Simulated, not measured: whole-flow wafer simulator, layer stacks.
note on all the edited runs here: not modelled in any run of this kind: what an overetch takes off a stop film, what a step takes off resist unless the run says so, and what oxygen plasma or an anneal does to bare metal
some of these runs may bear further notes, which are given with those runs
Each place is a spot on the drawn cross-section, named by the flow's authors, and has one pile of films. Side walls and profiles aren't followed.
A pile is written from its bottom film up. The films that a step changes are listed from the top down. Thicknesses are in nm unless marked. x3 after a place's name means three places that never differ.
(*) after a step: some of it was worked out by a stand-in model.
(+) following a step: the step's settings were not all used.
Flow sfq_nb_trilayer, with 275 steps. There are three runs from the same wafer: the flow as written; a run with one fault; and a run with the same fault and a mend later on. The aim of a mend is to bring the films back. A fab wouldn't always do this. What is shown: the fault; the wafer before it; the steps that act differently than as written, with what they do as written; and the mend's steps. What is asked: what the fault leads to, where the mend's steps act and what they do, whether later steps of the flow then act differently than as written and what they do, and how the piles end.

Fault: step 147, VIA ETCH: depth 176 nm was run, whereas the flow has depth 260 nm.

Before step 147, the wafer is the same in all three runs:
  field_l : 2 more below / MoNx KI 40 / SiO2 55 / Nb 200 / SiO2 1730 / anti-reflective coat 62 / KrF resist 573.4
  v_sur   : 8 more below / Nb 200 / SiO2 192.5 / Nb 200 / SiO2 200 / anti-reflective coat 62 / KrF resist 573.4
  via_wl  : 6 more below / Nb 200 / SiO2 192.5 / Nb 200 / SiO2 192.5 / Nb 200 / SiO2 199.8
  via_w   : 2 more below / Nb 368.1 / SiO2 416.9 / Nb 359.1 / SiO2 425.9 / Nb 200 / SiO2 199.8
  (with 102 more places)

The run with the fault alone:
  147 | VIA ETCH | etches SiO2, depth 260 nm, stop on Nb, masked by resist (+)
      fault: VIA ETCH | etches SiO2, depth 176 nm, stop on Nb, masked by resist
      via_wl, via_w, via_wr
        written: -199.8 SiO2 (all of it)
        fault: -176 SiO2
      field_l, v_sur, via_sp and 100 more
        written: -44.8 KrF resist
        fault: -30.3 KrF resist
  Later steps of the flow acting differently than as written (6 more steps, not shown, differ only slightly: by at most 2% or 0.5 nm, whichever is larger):
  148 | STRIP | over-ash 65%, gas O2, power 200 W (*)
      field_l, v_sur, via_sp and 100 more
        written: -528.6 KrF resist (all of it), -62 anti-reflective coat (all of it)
        fault: -543.1 KrF resist (all of it), -62 anti-reflective coat (all of it)
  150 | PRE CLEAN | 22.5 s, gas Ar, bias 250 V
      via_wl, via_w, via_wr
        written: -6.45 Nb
        fault: -7.5 SiO2
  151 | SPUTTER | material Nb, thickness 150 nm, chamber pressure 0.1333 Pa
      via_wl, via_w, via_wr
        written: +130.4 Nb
        fault: +133 Nb (new film)
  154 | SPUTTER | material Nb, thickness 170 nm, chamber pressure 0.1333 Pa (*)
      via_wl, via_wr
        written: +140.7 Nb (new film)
        fault: +144.7 Nb (new film)
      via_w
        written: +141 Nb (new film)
        fault: +145 Nb (new film)
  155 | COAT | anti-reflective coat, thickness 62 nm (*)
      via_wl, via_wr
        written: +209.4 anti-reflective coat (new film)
        fault: +187.2 anti-reflective coat (new film)
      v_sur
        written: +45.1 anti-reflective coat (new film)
        fault: +46.2 anti-reflective coat (new film)
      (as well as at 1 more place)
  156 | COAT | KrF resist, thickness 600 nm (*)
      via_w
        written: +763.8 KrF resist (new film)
        fault: +742.2 KrF resist (new film)
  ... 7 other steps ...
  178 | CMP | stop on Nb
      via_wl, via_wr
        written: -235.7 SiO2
        fault: -261.1 SiO2
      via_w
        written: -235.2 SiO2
        fault: -260.6 SiO2
  The piles end different from the flow's at via_wl, via_w, via_wr by more than 2% or 0.5 nm, whichever is larger.
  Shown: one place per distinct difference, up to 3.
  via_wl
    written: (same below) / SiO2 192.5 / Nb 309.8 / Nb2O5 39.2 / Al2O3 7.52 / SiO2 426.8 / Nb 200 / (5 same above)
    fault: (same below) / SiO2 192.5 / Nb 200 / SiO2 16.3 / Nb 119 / Nb2O5 39.1 / Al2O3 7.59 / SiO2 401.4 / Nb 200 / (5 same above)
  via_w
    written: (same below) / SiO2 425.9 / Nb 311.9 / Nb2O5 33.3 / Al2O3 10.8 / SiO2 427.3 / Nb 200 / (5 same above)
    fault: (same below) / SiO2 425.9 / Nb 200 / SiO2 16.3 / Nb 121.2 / Nb2O5 32.9 / Al2O3 11 / SiO2 401.9 / Nb 200 / (5 same above)

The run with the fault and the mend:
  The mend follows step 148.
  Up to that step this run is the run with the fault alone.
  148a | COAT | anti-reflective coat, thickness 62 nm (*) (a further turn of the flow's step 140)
      p4_fl x3, p4_w1 x9, p4_g1 x2 and 63 more
        +62 anti-reflective coat (new film)
      r_sur, res, r_end and 9 more
        +61.7 anti-reflective coat (new film)
      ce_l, c5j, ce_r, sp_r, be_r
        +61.6 anti-reflective coat (new film)
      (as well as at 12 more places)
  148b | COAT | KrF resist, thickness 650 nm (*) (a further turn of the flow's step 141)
      p4_fl x3, p4_w1 x9, p4_g1 x2 and 63 more
        +650 KrF resist (new film)
      field_r, lsp_l, ln_m5, lsp_m, ln_m6, lsp_r, l0_sur
        +649.4 KrF resist (new film)
      res, r_end, moat, l0v
        +649.3 KrF resist (new film)
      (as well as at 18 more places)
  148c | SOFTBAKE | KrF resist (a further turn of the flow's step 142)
      alters no film at any place that is followed
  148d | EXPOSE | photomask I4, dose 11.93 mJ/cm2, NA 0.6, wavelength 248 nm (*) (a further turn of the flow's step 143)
      alters no film at any place that is followed
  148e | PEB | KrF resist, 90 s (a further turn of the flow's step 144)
      ce_r, sp_r, be_r and 89 more
        -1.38 KrF resist
      v_sur, wire, be, be_sur, gap, jj_sur, ce_l, c5j
        -1.37 KrF resist
      via_sp, via_v
        -1.36 KrF resist
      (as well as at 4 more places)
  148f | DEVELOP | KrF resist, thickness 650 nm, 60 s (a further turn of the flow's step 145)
      field_l, v_sur, via_sp and 100 more
        -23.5 KrF resist
      via_wl
        -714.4 KrF resist (all of it)
      via_w
        -768 KrF resist (all of it)
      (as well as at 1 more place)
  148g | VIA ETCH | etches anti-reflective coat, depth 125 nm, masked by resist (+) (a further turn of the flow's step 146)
      field_l, v_sur, via_sp and 100 more
        -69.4 KrF resist
      via_wl, via_wr
        -125 anti-reflective coat
      via_w
        -82.6 anti-reflective coat (all of it), -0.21 SiO2
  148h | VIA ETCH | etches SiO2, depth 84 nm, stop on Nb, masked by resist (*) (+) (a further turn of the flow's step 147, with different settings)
      field_l, v_sur, via_sp and 100 more
        -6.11 KrF resist
      via_wl
        -16.9 anti-reflective coat (all of it), -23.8 SiO2 (all of it)
      via_w
        -23.6 SiO2 (all of it)
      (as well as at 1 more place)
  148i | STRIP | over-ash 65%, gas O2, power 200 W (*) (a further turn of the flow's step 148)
      p4_fl x3, p4_w1 x9, p4_g1 x2 and 63 more
        -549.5 KrF resist (all of it), -62 anti-reflective coat (all of it)
      r_end, moat, field_r, lsp_l, l0_sur
        -548.9 KrF resist (all of it), -61.7 anti-reflective coat (all of it)
      ln_m5, lsp_m, ln_m6, lsp_r
        -549 KrF resist (all of it), -61.7 anti-reflective coat (all of it)
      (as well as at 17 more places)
  Every later step of the flow that is run acts as written, at every place that is followed, to within 2% or 0.5 nm, whichever is larger.
  The piles end the same as the flow's at every place that both follow.
